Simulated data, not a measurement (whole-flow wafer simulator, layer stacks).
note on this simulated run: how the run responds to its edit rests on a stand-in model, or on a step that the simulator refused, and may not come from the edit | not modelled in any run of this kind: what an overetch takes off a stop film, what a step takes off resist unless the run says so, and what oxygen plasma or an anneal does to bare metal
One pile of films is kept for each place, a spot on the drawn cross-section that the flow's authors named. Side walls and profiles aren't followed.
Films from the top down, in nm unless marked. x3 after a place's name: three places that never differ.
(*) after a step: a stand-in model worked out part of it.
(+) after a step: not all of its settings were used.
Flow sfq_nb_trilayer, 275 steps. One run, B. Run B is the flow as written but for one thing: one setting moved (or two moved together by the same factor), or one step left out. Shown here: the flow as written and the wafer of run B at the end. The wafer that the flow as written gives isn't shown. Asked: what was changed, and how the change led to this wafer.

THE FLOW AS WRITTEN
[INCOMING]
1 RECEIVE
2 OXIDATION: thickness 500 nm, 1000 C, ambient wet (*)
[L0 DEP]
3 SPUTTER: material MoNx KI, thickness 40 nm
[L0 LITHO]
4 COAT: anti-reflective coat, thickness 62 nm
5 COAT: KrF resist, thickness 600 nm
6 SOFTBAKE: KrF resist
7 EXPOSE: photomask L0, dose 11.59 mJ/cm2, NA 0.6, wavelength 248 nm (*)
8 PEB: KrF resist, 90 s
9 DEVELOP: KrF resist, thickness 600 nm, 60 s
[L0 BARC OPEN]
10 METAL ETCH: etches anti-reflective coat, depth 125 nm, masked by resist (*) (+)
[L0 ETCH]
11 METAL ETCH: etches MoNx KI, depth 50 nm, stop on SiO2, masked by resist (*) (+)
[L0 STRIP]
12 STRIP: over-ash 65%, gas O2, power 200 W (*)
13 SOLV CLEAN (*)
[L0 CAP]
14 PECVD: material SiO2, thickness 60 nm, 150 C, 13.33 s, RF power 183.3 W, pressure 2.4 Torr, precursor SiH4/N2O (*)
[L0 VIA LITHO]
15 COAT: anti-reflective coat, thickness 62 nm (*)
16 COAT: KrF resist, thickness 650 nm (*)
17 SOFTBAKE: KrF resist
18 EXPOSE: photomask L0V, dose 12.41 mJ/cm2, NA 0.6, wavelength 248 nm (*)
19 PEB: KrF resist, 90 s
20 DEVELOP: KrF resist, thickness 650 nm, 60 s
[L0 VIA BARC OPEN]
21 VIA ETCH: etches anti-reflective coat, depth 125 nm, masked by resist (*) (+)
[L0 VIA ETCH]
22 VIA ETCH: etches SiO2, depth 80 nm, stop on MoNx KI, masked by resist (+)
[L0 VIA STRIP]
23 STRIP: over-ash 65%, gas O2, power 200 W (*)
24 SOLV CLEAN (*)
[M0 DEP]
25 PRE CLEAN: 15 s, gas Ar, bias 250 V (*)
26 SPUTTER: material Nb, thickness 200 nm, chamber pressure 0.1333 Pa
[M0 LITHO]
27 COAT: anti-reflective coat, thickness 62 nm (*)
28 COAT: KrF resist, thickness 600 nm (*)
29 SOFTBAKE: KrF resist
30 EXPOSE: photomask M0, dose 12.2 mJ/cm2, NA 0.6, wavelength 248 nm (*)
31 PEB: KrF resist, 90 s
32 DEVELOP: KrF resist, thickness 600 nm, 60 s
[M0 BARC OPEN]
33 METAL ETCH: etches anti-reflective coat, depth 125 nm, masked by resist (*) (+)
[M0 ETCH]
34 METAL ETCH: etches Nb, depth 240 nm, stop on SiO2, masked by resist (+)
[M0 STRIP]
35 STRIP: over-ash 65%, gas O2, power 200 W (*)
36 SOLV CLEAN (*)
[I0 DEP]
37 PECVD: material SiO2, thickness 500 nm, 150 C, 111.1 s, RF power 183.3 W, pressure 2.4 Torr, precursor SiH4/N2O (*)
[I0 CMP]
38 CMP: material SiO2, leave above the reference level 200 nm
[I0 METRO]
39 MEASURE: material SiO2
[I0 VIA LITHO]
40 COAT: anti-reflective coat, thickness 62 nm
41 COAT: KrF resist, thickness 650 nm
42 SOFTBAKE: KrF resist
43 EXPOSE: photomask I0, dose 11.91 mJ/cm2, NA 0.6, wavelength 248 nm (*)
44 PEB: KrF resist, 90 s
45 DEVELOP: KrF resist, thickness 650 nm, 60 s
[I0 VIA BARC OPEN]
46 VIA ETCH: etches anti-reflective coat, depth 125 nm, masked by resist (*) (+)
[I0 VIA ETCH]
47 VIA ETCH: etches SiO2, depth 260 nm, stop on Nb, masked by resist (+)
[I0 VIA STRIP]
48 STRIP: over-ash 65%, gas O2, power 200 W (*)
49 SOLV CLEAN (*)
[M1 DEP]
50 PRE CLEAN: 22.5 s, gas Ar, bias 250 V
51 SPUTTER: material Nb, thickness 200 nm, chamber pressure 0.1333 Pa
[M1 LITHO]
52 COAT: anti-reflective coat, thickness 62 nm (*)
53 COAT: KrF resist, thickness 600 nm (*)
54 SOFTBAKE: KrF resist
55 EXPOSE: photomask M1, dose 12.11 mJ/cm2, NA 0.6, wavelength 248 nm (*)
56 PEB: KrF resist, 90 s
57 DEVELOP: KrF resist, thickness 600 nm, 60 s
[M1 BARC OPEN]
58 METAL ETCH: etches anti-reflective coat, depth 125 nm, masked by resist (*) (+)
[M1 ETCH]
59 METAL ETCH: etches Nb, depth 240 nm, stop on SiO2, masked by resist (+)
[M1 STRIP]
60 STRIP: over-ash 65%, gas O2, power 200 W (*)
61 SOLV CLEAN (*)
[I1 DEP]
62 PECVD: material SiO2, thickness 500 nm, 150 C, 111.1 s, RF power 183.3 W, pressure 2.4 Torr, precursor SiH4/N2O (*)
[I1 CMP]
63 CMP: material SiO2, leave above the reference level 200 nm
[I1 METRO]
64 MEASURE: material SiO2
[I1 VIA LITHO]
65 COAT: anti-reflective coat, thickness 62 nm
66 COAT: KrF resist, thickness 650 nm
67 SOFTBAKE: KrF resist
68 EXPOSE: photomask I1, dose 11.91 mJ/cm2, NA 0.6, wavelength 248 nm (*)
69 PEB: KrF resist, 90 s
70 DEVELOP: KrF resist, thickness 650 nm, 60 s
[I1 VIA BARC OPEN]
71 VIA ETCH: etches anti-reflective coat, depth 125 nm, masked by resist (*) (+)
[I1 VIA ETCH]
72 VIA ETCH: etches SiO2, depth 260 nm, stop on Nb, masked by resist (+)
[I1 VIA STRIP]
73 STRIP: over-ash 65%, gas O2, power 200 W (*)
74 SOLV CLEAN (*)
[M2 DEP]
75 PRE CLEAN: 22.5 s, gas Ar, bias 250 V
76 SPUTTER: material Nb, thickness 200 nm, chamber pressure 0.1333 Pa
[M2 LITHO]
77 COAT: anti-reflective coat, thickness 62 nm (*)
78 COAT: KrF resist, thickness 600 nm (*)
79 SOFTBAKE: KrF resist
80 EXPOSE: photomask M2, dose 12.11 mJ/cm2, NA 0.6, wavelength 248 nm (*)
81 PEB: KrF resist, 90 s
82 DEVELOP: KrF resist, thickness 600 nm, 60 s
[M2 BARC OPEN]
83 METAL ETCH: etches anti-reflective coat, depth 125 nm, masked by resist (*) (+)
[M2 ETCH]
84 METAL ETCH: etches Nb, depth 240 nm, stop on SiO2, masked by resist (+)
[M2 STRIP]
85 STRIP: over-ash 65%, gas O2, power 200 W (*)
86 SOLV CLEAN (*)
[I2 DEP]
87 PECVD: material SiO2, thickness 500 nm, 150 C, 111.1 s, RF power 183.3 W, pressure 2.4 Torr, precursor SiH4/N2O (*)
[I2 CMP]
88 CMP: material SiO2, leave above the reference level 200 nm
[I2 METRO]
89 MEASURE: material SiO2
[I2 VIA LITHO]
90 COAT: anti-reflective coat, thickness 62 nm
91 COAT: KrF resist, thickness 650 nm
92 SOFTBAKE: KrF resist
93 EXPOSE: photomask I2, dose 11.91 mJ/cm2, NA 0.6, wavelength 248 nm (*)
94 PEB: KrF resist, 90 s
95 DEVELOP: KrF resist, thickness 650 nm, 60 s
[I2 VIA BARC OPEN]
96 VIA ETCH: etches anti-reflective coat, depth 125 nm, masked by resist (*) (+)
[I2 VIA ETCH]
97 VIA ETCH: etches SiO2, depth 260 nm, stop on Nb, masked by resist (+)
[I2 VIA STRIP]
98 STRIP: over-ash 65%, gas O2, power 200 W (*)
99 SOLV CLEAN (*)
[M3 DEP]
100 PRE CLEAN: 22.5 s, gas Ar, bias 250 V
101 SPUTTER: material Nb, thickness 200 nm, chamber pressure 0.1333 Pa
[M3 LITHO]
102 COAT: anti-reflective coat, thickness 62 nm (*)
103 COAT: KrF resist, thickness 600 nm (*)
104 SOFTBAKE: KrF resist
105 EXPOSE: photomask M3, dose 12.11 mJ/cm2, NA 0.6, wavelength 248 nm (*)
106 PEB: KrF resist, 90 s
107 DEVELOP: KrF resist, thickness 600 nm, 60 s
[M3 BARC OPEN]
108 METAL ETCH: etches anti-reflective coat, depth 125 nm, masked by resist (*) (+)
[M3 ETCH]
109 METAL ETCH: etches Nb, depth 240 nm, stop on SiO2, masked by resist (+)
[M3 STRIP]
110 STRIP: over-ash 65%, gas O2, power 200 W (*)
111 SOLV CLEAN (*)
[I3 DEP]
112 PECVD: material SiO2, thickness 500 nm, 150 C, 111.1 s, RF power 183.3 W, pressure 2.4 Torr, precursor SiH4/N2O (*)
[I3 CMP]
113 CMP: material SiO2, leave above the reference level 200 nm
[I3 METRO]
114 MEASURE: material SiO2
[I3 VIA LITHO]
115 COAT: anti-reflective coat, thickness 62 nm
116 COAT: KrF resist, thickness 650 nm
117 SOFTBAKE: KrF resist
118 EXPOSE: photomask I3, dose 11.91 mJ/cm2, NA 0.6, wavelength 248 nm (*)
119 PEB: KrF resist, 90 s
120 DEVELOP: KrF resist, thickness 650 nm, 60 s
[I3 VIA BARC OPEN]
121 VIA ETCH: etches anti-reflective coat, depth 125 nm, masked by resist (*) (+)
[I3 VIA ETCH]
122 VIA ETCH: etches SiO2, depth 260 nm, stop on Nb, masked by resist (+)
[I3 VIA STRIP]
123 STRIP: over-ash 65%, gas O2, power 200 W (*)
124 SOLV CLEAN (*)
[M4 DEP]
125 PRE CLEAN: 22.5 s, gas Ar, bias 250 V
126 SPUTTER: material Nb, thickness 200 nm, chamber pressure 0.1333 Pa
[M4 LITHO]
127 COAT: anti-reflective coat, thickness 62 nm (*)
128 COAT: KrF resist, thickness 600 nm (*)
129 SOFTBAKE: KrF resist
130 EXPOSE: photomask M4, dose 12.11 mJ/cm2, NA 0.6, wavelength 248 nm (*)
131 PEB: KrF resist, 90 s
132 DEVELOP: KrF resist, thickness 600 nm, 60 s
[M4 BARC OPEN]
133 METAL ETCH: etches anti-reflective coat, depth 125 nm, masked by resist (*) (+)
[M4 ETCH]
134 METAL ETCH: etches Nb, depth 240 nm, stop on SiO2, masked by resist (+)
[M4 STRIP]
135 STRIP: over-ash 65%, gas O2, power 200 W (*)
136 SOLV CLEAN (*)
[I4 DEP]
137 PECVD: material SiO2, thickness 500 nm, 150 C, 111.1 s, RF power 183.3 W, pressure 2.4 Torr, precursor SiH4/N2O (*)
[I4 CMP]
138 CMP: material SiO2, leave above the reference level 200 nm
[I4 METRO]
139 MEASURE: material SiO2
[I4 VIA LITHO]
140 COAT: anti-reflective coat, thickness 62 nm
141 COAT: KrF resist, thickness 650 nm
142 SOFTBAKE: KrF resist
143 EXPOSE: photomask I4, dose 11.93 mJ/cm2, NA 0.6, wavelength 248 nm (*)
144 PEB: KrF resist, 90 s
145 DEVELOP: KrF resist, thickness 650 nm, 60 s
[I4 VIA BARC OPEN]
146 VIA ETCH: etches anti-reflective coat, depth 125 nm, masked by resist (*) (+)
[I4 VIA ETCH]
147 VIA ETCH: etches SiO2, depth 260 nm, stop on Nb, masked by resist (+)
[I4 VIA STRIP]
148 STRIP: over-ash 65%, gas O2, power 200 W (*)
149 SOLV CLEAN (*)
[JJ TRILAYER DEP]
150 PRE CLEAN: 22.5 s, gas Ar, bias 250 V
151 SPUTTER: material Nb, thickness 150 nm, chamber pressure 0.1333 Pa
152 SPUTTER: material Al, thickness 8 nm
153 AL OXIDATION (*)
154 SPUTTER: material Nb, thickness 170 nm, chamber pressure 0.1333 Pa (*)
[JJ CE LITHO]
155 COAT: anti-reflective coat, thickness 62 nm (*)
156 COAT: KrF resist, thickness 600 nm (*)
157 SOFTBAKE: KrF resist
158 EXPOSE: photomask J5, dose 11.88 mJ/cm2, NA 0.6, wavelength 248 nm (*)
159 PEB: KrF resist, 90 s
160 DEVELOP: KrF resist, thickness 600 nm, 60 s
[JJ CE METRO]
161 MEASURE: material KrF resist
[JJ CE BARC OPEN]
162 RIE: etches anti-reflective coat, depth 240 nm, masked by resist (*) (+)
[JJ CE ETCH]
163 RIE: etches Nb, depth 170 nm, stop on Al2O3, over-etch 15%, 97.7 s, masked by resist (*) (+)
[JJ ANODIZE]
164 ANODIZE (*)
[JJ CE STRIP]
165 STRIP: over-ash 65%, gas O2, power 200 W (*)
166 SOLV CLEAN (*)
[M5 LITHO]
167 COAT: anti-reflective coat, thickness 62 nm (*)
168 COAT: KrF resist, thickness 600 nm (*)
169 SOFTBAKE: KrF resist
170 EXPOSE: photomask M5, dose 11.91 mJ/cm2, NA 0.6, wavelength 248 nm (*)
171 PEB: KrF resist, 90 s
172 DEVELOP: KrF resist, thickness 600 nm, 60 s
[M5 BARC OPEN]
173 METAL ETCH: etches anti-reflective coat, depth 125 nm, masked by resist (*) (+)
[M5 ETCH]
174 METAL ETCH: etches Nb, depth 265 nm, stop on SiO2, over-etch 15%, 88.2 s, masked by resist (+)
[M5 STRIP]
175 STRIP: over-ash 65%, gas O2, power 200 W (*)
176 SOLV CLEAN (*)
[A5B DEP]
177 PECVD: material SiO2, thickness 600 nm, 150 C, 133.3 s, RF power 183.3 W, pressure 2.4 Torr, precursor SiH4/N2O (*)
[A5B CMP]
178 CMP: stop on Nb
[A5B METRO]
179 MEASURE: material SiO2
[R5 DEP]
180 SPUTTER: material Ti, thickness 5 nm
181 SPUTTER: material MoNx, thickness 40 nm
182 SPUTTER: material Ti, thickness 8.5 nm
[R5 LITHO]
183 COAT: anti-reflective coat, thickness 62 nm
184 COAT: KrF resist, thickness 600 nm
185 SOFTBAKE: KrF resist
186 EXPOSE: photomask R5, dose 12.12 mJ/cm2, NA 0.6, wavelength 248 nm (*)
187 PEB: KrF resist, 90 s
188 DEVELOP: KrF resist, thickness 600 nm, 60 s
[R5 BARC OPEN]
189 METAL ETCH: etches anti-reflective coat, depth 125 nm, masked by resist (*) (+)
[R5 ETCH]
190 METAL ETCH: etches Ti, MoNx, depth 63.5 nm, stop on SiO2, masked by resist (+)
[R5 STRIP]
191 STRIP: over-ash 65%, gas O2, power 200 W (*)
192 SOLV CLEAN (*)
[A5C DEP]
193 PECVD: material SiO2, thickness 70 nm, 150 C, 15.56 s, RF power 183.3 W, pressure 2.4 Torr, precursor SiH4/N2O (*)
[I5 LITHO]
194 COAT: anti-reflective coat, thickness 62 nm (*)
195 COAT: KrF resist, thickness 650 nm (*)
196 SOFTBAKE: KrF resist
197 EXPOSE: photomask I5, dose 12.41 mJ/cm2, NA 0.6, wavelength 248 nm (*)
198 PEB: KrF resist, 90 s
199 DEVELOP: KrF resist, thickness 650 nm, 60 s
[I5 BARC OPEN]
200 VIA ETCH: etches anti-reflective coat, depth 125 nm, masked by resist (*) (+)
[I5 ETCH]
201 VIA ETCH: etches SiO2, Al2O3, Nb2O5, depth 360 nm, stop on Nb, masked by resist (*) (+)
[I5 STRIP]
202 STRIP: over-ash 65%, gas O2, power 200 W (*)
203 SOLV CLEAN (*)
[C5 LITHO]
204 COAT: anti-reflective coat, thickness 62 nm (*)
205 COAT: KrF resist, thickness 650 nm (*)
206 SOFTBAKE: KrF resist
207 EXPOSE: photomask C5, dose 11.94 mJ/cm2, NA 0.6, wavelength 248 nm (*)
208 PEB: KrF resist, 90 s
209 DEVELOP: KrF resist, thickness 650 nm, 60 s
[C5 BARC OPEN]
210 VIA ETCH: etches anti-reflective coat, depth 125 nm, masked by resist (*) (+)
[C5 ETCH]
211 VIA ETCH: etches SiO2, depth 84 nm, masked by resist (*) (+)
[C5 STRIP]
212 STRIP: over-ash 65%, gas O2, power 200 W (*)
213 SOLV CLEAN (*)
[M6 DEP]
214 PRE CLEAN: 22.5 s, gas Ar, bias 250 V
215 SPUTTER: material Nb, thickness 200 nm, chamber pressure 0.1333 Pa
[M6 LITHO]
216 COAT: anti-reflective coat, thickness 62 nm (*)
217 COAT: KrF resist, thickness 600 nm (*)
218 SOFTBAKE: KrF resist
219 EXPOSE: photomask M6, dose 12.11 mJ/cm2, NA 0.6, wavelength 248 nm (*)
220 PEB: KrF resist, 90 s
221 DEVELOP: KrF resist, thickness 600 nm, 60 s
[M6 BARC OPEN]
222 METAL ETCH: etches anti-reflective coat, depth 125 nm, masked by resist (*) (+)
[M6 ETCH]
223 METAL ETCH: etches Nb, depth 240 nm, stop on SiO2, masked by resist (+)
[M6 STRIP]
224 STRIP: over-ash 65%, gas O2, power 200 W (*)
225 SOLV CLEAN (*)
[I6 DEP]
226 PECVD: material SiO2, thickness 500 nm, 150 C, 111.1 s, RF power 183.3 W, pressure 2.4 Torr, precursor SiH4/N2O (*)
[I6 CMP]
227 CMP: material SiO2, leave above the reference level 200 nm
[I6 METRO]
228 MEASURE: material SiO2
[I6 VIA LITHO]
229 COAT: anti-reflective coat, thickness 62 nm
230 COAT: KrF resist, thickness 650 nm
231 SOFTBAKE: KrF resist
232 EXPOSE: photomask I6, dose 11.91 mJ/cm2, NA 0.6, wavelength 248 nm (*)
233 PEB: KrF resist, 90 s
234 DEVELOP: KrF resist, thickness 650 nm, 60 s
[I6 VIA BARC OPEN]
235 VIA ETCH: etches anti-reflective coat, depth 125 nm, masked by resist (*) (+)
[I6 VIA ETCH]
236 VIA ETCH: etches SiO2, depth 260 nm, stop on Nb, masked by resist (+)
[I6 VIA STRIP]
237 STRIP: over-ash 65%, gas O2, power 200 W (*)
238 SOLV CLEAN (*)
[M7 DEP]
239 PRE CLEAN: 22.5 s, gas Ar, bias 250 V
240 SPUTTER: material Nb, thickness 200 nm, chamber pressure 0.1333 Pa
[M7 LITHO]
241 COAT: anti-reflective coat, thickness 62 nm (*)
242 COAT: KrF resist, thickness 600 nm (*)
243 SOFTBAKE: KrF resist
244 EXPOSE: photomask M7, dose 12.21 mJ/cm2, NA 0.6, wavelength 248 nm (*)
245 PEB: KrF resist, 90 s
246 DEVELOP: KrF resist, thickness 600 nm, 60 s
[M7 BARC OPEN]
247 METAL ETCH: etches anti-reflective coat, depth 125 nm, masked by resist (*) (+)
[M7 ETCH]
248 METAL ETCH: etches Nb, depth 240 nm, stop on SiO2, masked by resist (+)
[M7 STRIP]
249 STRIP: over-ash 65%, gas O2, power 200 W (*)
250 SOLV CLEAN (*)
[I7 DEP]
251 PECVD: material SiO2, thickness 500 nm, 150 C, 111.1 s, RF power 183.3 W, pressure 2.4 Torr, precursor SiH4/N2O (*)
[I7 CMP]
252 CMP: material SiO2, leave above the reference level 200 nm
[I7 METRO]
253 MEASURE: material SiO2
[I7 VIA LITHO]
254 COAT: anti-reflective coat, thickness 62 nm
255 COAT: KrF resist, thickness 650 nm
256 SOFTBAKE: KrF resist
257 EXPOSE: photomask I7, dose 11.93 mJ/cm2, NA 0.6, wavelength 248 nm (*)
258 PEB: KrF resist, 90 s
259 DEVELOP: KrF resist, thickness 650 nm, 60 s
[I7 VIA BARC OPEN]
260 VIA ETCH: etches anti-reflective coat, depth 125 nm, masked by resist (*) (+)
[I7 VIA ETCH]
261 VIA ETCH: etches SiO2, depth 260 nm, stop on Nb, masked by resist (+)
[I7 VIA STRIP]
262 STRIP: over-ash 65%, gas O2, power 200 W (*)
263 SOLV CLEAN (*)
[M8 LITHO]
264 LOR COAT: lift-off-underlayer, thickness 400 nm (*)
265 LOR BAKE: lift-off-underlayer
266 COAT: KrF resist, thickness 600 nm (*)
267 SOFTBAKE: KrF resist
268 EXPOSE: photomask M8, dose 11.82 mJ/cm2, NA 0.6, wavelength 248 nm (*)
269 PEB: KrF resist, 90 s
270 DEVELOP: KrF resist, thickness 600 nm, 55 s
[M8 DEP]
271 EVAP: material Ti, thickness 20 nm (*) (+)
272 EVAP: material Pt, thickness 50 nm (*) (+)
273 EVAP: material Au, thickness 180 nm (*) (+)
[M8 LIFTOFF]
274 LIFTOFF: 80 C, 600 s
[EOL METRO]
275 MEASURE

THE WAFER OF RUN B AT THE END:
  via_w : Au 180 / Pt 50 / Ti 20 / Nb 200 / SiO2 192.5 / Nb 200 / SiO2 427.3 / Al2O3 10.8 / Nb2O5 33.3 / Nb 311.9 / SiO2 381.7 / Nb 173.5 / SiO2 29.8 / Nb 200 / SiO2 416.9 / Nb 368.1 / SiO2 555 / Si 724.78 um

The cause: step 97, VIA ETCH: depth 162.5 nm was run, where the flow has depth 260 nm.

How the change led to this, step by step:
  97 VIA ETCH: etches SiO2, depth 260 nm, stop on Nb, masked by resist (+)
      via_w: SiO2 -162.5 (as written it would be: SiO2 -199.8 (all of it))
      field_l, v_sur, via_wl and 102 more: KrF resist -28 (as written it would be: KrF resist -44.8)
  98 STRIP: over-ash 65%, gas O2, power 200 W (*)
      field_l, v_sur, via_wl and 102 more: KrF resist -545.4 (all of it), anti-reflective coat -62 (all of it) (as written it would be: KrF resist -528.6 (all of it), anti-reflective coat -62 (all of it))
  100 PRE CLEAN: 22.5 s, gas Ar, bias 250 V
      via_w: SiO2 -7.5 (as written it would be: Nb -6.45)
  101 SPUTTER: material Nb, thickness 200 nm, chamber pressure 0.1333 Pa
      via_w: Nb +173.5 (new film) (as written it would be: Nb +165.5)
  102 COAT: anti-reflective coat, thickness 62 nm (*)
      via_wl: anti-reflective coat +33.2 (new film) (as written it would be: anti-reflective coat +34.2 (new film))
      via_w: anti-reflective coat +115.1 (new film) (as written it would be: anti-reflective coat +124.8 (new film))
  103 COAT: KrF resist, thickness 600 nm (*)
      via_w: KrF resist +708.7 (new film) (as written it would be: KrF resist +737.9 (new film))
  110 STRIP: over-ash 65%, gas O2, power 200 W (*)
      via_wl: KrF resist -389.2 (all of it), anti-reflective coat -33.2 (all of it) (as written it would be: KrF resist -384.2 (all of it), anti-reflective coat -34.2 (all of it))
      via_w: KrF resist -490.8 (all of it), anti-reflective coat -115.1 (all of it) (as written it would be: KrF resist -520 (all of it), anti-reflective coat -124.8 (all of it))
  112 PECVD: material SiO2, thickness 500 nm, 150 C, 111.1 s, RF power 183.3 W, pressure 2.4 Torr, precursor SiH4/N2O (*)
      via_w: SiO2 +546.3 (new film) (as written it would be: SiO2 +615 (new film))
  113 CMP: material SiO2, leave above the reference level 200 nm
      via_w: SiO2 -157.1 (as written it would be: SiO2 -181.6)
Counting metal films that touch as one body, via_w has 6 bodies (between them, from the top down: SiO2 192.5; SiO2 427.3 / Al2O3 10.8 / Nb2O5 33.3; SiO2 381.7; SiO2 29.8; SiO2 416.9); the flow as written gives 5 bodies (between them, from the top down: SiO2 192.5; SiO2 427.3 / Al2O3 10.8 / Nb2O5 33.3; SiO2 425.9; SiO2 416.9).
